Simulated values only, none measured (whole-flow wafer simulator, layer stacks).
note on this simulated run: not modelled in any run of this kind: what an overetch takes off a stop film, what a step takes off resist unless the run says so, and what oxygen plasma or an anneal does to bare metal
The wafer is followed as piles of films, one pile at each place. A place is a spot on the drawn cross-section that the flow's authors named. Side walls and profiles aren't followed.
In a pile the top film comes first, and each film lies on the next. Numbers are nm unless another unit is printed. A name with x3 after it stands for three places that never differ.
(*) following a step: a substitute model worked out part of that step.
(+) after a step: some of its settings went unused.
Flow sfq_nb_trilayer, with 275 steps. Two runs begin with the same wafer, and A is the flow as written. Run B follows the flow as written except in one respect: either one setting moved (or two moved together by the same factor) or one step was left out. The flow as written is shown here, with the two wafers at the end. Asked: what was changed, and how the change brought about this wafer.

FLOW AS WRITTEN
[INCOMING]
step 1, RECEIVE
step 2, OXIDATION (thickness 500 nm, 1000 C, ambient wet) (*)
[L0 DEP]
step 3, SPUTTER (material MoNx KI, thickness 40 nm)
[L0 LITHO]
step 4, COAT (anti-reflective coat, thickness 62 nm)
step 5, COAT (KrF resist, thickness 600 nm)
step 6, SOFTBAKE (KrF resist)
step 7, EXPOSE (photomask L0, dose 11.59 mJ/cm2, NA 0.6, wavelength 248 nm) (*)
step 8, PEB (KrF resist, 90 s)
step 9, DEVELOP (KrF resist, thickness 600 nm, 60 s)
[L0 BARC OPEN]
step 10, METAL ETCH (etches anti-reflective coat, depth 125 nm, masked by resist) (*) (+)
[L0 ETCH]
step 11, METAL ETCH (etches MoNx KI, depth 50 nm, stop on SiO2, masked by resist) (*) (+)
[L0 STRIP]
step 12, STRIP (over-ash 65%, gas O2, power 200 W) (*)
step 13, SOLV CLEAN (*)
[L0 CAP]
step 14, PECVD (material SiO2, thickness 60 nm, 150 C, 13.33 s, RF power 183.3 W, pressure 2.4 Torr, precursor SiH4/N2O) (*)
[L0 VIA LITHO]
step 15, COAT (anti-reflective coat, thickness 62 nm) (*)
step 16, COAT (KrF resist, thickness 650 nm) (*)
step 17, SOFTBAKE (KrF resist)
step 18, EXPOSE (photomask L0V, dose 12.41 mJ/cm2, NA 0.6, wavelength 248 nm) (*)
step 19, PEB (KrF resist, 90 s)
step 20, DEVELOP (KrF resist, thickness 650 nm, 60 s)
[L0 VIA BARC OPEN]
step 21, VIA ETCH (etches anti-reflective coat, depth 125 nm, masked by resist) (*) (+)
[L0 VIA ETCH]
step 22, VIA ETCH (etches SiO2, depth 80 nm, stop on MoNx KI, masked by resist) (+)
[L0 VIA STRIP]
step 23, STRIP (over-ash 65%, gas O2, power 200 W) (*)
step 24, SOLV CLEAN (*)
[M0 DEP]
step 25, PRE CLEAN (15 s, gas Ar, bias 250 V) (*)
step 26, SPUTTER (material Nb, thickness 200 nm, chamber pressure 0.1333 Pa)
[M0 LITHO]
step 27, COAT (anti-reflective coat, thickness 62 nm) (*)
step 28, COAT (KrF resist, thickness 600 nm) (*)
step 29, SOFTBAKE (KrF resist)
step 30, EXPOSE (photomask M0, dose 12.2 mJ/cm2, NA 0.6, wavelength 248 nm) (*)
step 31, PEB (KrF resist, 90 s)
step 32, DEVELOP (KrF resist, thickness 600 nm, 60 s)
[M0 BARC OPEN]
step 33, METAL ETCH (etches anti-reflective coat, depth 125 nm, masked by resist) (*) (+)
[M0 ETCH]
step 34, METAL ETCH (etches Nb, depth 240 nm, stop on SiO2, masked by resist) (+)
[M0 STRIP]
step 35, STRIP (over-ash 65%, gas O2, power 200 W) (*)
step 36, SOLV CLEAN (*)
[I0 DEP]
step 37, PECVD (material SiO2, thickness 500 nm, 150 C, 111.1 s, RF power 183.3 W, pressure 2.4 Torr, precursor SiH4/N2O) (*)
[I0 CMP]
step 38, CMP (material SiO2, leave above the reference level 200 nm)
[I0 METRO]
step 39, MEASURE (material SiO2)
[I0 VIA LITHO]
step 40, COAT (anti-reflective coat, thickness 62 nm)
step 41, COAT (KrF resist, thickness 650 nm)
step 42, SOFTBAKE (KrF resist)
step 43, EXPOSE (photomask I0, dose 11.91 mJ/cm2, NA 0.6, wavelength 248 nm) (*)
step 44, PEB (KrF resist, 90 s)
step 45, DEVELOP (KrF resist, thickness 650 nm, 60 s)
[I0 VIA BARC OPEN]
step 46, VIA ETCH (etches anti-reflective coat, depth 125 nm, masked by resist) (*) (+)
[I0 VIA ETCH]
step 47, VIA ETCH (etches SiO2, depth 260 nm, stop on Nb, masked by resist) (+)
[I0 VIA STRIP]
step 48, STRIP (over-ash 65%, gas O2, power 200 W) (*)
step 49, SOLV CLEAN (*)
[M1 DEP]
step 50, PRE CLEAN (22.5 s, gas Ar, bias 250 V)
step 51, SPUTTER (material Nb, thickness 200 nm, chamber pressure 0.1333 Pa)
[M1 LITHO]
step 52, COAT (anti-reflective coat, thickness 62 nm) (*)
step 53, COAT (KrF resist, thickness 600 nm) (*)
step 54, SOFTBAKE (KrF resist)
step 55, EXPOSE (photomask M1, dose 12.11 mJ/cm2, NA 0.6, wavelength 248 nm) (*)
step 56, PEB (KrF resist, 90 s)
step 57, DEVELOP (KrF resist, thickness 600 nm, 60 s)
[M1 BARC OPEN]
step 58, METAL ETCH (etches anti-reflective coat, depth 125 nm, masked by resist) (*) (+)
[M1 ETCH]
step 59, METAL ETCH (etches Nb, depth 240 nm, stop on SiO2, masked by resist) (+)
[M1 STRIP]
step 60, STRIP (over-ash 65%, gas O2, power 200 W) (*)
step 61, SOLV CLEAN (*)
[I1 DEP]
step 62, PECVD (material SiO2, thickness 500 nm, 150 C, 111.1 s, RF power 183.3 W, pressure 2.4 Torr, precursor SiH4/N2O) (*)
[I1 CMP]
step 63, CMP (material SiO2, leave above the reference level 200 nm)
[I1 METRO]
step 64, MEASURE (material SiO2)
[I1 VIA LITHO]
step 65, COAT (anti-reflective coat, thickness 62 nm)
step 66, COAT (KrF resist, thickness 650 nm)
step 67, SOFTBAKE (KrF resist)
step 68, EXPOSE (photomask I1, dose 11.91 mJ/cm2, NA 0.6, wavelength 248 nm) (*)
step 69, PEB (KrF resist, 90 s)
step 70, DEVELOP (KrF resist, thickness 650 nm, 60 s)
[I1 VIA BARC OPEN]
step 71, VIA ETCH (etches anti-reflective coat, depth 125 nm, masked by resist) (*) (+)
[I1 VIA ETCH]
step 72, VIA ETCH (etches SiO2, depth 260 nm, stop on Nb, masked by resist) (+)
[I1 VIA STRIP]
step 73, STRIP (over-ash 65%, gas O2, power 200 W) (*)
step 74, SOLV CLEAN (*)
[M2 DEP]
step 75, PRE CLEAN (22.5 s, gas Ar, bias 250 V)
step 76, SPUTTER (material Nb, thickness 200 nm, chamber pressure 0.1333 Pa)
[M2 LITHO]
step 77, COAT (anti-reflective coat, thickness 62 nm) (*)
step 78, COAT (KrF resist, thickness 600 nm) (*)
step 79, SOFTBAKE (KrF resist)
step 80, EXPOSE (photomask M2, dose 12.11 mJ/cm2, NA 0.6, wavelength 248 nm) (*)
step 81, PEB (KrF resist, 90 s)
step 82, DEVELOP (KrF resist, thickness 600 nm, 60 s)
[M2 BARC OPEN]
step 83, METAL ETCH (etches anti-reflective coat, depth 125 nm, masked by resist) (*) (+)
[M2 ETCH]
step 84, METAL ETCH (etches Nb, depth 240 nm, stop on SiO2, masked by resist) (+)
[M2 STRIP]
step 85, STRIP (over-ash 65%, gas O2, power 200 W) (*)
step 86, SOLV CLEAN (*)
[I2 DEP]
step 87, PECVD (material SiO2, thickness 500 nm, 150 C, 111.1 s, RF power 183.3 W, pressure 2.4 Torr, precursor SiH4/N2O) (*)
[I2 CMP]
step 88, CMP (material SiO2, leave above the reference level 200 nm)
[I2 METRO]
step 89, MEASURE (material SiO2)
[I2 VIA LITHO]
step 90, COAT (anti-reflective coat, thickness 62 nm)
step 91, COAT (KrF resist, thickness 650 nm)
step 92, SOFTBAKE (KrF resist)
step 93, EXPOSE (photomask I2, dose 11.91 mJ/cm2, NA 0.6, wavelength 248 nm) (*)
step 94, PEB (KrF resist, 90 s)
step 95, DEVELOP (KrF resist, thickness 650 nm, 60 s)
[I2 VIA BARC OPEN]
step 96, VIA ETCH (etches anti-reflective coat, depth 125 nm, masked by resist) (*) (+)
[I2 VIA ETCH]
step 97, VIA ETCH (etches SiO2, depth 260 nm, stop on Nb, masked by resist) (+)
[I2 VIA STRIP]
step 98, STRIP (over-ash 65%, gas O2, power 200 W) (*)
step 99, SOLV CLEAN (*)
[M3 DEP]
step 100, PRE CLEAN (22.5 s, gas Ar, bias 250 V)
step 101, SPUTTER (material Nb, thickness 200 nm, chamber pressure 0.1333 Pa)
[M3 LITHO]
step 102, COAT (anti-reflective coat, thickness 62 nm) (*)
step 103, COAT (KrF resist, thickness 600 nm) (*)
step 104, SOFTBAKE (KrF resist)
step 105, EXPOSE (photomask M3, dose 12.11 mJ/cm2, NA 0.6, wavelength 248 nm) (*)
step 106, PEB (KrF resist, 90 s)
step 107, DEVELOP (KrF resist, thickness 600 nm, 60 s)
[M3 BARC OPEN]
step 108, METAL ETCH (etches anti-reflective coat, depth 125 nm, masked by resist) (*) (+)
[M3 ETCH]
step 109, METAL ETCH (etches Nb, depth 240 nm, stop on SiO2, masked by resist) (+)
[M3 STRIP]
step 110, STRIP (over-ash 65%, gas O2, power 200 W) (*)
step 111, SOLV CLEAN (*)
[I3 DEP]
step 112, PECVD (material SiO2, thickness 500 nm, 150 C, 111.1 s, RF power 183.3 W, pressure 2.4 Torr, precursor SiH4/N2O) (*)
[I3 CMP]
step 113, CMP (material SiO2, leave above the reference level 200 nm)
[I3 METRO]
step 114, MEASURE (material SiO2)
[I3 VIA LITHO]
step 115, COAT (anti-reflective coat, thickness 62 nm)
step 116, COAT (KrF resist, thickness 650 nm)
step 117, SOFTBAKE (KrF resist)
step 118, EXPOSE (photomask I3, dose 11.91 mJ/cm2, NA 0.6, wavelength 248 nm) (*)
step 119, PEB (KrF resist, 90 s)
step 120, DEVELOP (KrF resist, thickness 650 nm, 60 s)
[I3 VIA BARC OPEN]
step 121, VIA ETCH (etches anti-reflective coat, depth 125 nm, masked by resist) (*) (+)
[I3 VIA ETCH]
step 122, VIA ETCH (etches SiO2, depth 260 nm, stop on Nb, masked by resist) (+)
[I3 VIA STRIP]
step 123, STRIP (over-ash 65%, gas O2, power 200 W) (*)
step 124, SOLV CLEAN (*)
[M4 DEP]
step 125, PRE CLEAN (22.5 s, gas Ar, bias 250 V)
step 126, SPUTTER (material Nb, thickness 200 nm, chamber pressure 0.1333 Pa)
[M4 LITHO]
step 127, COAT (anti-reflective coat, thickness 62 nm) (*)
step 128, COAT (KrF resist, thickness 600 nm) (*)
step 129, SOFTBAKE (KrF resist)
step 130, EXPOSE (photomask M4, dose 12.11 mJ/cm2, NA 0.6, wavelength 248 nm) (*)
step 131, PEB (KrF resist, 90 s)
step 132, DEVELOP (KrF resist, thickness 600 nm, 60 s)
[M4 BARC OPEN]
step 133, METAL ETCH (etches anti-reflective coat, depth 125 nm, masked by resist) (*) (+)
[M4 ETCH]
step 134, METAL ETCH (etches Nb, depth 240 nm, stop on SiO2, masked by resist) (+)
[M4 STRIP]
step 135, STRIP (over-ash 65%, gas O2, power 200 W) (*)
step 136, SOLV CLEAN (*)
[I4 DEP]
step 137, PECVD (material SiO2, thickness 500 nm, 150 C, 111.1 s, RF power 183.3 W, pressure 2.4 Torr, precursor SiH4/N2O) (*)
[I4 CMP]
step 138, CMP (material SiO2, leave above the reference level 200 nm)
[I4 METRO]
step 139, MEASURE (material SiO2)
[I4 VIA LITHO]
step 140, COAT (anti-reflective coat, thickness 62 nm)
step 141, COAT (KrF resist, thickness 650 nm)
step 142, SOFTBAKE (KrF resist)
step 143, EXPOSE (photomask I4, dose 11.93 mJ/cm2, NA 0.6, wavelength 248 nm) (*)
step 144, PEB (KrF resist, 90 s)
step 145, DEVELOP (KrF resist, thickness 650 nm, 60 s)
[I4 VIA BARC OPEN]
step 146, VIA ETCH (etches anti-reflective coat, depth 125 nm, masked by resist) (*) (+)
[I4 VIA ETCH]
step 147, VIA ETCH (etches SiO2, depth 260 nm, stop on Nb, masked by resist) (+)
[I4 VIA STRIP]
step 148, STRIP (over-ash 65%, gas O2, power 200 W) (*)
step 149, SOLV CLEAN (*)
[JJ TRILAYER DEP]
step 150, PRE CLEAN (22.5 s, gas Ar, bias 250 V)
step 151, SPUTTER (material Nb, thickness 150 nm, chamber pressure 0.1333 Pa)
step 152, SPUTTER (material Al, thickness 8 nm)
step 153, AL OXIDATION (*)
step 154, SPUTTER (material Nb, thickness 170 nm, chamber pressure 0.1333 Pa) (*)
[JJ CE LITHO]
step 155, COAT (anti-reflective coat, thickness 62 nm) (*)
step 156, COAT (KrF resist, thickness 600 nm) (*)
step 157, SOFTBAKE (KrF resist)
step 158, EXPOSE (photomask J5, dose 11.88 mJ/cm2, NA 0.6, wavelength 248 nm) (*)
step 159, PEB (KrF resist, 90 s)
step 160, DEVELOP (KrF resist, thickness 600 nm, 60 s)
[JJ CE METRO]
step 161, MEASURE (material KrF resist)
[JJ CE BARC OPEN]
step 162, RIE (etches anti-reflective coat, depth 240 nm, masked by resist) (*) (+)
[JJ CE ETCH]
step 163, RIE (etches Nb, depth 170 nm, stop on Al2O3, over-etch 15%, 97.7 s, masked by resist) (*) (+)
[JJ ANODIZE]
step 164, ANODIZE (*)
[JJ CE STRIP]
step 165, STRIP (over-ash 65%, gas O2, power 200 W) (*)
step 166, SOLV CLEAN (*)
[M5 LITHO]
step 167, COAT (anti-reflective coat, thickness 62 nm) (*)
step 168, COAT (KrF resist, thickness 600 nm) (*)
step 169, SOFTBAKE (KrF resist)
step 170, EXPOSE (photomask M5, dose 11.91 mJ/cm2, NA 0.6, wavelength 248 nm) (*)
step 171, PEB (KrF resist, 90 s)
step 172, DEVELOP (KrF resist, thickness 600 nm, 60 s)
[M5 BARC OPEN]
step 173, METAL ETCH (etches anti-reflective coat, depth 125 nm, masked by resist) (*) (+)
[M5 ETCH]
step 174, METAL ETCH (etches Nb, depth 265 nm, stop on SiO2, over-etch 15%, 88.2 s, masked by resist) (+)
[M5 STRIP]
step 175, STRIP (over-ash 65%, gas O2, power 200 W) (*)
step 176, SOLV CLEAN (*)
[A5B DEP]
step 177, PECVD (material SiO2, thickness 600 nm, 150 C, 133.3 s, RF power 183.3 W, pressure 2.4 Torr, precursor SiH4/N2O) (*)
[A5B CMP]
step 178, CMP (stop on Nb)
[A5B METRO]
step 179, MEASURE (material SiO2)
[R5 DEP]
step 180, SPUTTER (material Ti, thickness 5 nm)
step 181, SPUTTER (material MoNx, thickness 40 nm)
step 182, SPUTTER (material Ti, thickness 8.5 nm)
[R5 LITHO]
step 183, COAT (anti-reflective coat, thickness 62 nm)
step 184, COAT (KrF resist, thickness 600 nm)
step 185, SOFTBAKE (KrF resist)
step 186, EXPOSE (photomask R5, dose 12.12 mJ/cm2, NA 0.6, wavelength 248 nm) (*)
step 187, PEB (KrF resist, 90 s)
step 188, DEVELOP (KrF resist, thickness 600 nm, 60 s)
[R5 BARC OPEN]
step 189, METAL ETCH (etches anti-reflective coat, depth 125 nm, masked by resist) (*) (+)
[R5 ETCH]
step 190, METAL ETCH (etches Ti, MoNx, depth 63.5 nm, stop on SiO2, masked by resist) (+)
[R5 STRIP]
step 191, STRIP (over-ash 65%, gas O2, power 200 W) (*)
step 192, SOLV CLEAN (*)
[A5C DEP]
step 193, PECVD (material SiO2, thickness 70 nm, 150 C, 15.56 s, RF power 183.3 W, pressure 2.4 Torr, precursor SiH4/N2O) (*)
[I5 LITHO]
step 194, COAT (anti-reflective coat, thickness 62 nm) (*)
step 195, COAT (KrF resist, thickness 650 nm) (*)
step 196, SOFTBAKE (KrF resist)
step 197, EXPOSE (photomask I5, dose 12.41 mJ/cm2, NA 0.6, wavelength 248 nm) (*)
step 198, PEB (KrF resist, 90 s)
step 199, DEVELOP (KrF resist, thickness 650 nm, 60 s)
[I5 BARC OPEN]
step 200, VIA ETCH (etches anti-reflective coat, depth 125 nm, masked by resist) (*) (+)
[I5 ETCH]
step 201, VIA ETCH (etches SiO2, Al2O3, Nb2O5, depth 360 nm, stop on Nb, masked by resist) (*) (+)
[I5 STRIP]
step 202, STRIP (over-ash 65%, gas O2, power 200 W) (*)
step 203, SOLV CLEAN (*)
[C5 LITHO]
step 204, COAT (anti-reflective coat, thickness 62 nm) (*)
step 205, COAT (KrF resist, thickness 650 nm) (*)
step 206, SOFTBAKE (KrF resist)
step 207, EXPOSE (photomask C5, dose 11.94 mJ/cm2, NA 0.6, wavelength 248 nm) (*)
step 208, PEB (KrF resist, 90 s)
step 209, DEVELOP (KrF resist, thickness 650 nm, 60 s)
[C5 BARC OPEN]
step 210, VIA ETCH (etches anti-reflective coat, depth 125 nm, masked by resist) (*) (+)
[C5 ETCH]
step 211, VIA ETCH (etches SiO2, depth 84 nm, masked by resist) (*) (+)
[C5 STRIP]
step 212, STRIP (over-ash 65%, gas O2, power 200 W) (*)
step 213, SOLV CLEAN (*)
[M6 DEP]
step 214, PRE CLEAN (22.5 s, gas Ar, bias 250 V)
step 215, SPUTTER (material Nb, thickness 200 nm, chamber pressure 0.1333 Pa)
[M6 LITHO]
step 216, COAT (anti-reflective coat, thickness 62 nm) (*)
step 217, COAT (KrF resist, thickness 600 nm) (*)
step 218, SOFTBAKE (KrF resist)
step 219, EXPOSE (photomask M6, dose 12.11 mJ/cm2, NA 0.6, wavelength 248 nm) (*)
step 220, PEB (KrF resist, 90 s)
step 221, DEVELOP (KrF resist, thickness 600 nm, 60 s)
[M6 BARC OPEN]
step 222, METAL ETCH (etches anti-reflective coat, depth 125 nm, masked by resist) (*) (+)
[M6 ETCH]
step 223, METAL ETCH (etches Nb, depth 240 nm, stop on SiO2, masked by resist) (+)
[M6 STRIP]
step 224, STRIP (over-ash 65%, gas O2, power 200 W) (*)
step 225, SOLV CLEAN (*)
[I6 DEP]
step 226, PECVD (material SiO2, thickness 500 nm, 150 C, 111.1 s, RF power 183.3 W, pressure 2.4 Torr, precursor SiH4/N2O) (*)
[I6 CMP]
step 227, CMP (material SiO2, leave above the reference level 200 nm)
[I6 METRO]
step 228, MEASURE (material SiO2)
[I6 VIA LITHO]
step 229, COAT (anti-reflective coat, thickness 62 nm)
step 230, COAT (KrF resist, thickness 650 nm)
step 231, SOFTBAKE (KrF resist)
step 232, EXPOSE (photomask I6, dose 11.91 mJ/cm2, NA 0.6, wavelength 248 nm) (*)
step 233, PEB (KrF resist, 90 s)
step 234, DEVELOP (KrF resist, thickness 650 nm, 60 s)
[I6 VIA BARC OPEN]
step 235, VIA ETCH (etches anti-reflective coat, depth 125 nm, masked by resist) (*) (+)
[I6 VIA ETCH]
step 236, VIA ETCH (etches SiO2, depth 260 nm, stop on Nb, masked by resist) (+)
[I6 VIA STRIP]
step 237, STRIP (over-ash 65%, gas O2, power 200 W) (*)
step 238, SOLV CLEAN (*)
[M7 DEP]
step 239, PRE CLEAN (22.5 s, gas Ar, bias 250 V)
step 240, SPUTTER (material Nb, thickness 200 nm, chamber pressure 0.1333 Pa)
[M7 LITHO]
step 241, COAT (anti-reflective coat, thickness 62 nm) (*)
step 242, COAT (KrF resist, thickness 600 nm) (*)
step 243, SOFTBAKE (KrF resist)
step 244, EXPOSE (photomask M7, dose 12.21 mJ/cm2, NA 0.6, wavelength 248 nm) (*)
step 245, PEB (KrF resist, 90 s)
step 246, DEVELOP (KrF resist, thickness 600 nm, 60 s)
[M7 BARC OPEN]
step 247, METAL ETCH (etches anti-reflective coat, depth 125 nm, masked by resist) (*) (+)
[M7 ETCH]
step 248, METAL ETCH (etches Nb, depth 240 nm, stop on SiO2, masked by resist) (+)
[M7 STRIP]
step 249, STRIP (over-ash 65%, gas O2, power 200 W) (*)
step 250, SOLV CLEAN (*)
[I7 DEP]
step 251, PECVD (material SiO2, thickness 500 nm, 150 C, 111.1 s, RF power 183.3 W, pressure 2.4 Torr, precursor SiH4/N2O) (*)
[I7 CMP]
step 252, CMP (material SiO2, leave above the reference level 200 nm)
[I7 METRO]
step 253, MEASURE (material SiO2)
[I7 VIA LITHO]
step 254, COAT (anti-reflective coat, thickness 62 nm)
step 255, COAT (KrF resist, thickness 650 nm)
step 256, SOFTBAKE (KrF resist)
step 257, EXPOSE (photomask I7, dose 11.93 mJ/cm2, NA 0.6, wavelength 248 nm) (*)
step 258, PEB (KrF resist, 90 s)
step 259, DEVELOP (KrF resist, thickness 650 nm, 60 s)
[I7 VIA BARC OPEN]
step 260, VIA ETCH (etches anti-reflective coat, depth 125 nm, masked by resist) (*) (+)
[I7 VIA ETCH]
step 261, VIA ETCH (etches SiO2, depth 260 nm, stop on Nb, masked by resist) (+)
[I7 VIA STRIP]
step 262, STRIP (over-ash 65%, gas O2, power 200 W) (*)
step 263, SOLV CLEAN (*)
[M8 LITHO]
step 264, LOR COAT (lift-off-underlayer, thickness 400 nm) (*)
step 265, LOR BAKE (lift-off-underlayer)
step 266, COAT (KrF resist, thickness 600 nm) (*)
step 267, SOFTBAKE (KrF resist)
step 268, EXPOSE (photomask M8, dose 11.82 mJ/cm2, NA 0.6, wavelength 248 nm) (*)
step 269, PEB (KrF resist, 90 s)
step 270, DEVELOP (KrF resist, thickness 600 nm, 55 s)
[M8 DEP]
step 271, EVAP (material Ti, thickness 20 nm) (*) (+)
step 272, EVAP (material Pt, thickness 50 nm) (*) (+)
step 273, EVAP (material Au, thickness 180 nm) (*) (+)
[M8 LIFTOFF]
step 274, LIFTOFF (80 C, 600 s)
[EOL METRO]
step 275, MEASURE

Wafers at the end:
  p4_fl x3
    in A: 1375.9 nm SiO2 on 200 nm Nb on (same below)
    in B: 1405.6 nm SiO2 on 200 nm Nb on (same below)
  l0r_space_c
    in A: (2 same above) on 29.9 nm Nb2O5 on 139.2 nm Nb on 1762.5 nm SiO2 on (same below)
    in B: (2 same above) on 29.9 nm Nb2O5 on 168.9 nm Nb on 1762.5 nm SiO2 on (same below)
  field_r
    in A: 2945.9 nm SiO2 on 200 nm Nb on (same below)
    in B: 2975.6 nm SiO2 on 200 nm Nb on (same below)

What caused this: step 151, SPUTTER: thickness 179.7 nm was run, though the flow has thickness 150 nm.

Step by step, how the change led to this:
  step 151, SPUTTER (material Nb, thickness 150 nm, chamber pressure 0.1333 Pa)
      field_l, v_sur, via_sp and 100 more: A Nb gains 150 (new film) | B Nb gains 179.7 (new film)
      via_wl, via_w, via_wr: A Nb gains 130.4 | B Nb gains 156.5
  step 155, COAT (anti-reflective coat, thickness 62 nm) (*)
      via_wl, via_wr: A anti-reflective coat gains 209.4 (new film) | B anti-reflective coat gains 218 (new film)
      via_w: A anti-reflective coat gains 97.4 (new film) | B anti-reflective coat gains 100 (new film)
  step 162, RIE (etches anti-reflective coat, depth 240 nm, masked by resist) (*) (+)
      ce_l, c5j, ce_r, wl_jj: A KrF resist loses 209.4 | B KrF resist loses 218
      via_wl, via_wr: A anti-reflective coat loses 209.4 (all of it) | B anti-reflective coat loses 218 (all of it)
      (and at 1 other place as well)
  step 165, STRIP (over-ash 65%, gas O2, power 200 W) (*)
      ce_l: A KrF resist loses 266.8 (all of it), anti-reflective coat loses 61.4 (all of it) | B KrF resist loses 258.2 (all of it), anti-reflective coat loses 61.4 (all of it)
      c5j: A KrF resist loses 266.9 (all of it), anti-reflective coat loses 61.5 (all of it) | B KrF resist loses 258.2 (all of it), anti-reflective coat loses 61.5 (all of it)
      (and at 2 other places as well)
  step 167, COAT (anti-reflective coat, thickness 62 nm) (*)
      via_wl: A anti-reflective coat gains 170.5 (new film) | B anti-reflective coat gains 175.3 (new film)
      via_wr: A anti-reflective coat gains 170.6 (new film) | B anti-reflective coat gains 175.3 (new film)
      (and at 2 other places as well)
  step 174, METAL ETCH (etches Nb, depth 265 nm, stop on SiO2, over-etch 15%, 88.2 s, masked by resist) (+)
      field_l, r_sur, res and 49 more: A Al2O3 loses 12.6 (all of it), Nb2O5 loses 29.9 (all of it), Nb loses 139.2 (all of it), SiO2 loses 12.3 | B Al2O3 loses 12.6 (all of it), Nb2O5 loses 29.9 (all of it), Nb loses 168.9 (all of it), SiO2 loses 9.32
      wl_a_sl: A Al2O3 loses 12.6 (all of it), Nb2O5 loses 29.9 (all of it), Nb loses 139.2 (all of it), SiO2 loses 12.3 | B Al2O3 loses 12.6 (all of it), Nb2O5 loses 29.9 (all of it), Nb loses 168.9 (all of it), SiO2 loses 9.33
  step 175, STRIP (over-ash 65%, gas O2, power 200 W) (*)
      via_wl: A KrF resist loses 427 (all of it), anti-reflective coat loses 170.5 (all of it) | B KrF resist loses 425.5 (all of it), anti-reflective coat loses 175.3 (all of it)
      via_wr: A KrF resist loses 427.6 (all of it), anti-reflective coat loses 170.6 (all of it) | B KrF resist loses 426.1 (all of it), anti-reflective coat loses 175.3 (all of it)
      (and at 2 other places as well)
  step 178, CMP (stop on Nb)
      field_l, p4_fl x3, p4_w1 x9 and 29 more: A SiO2 loses 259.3 | B SiO2 loses 232.6
      r_sur, res, r_end, moat, field_r, lsp_l: A SiO2 loses 252.3 | B SiO2 loses 224.6
      (and at 5 other places as well)
